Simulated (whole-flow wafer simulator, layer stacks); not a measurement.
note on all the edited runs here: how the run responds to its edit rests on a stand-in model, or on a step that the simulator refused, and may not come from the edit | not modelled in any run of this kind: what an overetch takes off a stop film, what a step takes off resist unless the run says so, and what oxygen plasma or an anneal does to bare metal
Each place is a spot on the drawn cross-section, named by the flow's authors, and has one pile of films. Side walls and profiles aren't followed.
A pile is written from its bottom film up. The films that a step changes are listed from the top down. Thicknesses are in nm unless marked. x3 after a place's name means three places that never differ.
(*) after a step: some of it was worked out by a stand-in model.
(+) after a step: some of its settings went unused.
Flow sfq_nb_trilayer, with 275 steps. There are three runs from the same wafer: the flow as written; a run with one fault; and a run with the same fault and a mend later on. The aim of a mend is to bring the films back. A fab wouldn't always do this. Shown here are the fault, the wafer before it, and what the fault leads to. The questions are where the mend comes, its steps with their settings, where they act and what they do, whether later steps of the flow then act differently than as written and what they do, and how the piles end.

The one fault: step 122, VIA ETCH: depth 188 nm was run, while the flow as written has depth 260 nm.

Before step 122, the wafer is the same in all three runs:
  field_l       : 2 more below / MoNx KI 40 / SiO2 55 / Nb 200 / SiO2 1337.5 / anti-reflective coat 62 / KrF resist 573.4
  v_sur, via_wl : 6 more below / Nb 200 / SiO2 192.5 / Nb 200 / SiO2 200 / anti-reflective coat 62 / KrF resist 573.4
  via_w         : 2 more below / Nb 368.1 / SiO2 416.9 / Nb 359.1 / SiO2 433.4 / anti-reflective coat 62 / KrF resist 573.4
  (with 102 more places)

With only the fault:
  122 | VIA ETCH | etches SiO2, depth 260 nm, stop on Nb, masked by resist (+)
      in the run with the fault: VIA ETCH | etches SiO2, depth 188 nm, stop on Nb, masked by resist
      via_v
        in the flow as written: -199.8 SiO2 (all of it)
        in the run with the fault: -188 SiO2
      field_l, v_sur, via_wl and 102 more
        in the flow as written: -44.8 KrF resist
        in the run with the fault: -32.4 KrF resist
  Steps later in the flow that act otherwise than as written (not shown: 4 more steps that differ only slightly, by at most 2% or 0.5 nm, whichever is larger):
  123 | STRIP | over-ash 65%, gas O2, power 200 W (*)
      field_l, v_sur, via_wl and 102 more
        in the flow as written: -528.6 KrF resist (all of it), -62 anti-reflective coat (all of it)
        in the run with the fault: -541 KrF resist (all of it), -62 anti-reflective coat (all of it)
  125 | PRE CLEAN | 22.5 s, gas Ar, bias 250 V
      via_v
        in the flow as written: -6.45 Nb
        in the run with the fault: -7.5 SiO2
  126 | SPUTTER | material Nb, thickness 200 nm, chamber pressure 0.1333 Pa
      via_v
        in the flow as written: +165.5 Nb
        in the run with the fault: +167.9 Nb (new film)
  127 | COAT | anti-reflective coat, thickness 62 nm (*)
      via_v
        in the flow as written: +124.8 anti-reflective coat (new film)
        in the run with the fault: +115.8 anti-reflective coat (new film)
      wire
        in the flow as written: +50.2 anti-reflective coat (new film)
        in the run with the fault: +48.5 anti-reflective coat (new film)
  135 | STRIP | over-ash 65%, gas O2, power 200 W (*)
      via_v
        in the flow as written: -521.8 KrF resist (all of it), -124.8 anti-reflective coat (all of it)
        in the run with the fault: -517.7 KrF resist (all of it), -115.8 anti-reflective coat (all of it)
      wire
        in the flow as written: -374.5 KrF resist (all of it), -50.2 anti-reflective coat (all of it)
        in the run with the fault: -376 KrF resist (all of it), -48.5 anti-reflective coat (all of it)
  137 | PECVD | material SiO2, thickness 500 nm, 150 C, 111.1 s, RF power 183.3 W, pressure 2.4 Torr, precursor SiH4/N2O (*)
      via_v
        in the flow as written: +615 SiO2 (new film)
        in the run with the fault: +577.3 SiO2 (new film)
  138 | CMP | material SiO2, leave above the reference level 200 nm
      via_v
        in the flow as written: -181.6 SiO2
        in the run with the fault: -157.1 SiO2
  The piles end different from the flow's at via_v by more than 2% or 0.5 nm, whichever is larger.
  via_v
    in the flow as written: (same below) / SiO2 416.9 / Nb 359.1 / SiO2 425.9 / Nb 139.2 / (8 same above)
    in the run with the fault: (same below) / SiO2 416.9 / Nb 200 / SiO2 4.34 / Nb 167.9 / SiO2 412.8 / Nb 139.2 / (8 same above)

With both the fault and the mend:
  The mend follows step 123.
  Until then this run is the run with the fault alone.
  123a | COAT | anti-reflective coat, thickness 62 nm (*) (a further turn of the flow's step 115)
      p4_fl x3, p4_w1 x9, p4_g1 x2 and 63 more
        +62 anti-reflective coat (new film)
      field_r, lsp_l, ln_m5, lsp_m, ln_m6, lsp_r, l0_sur, l0v
        +61.8 anti-reflective coat (new film)
      be_r, r_sur, res, r_end, moat
        +61.7 anti-reflective coat (new film)
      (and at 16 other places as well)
  123b | COAT | KrF resist, thickness 650 nm (*) (a further turn of the flow's step 116)
      p4_fl x3, p4_w1 x9, p4_g1 x2 and 63 more
        +650 KrF resist (new film)
      ln_m5, lsp_m, ln_m6, lsp_r, l0_sur, l0v
        +649.6 KrF resist (new film)
      moat, field_r, lsp_l
        +649.5 KrF resist (new film)
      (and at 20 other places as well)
  123c | SOFTBAKE | KrF resist (a further turn of the flow's step 117)
      does not change any film at any place that is followed
  123d | EXPOSE | photomask I3, dose 11.91 mJ/cm2, NA 0.6, wavelength 248 nm (*) (a further turn of the flow's step 118)
      does not change any film at any place that is followed
  123e | PEB | KrF resist, 90 s (a further turn of the flow's step 119)
      ce_r, sp_r, be_r and 89 more
        -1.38 KrF resist
      field_l, v_sur, via_wl and 8 more
        -1.37 KrF resist
      via_wr, be
        -1.36 KrF resist
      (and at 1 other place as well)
  123f | DEVELOP | KrF resist, thickness 650 nm, 60 s (a further turn of the flow's step 120)
      field_l, v_sur, via_wl and 102 more
        -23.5 KrF resist
      via_v
        -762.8 KrF resist (all of it)
  123g | VIA ETCH | etches anti-reflective coat, depth 125 nm, masked by resist (+) (a further turn of the flow's step 121)
      field_l, v_sur, via_wl and 102 more
        -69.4 KrF resist
      via_v
        -111 anti-reflective coat (all of it)
  123h | VIA ETCH | etches SiO2, depth 72 nm, stop on Nb, masked by resist (+) (a further turn of the flow's step 122, with different settings)
      field_l, v_sur, via_wl and 102 more
        -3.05 KrF resist
      via_v
        -11.8 SiO2 (all of it)
  123i | STRIP | over-ash 65%, gas O2, power 200 W (*) (a further turn of the flow's step 123)
      p4_fl x3, p4_w1 x9, p4_g1 x2 and 63 more
        -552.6 KrF resist (all of it), -62 anti-reflective coat (all of it)
      lsp_l, ln_m5, lsp_m, ln_m6, lsp_r, l0_sur, l0v
        -552.2 KrF resist (all of it), -61.8 anti-reflective coat (all of it)
      be_r, r_sur
        -551.9 KrF resist (all of it), -61.7 anti-reflective coat (all of it)
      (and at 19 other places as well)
  None of the later steps of the flow acts differently than as written at any place that is followed.
  The piles end the same as the flow's at every place that both follow.
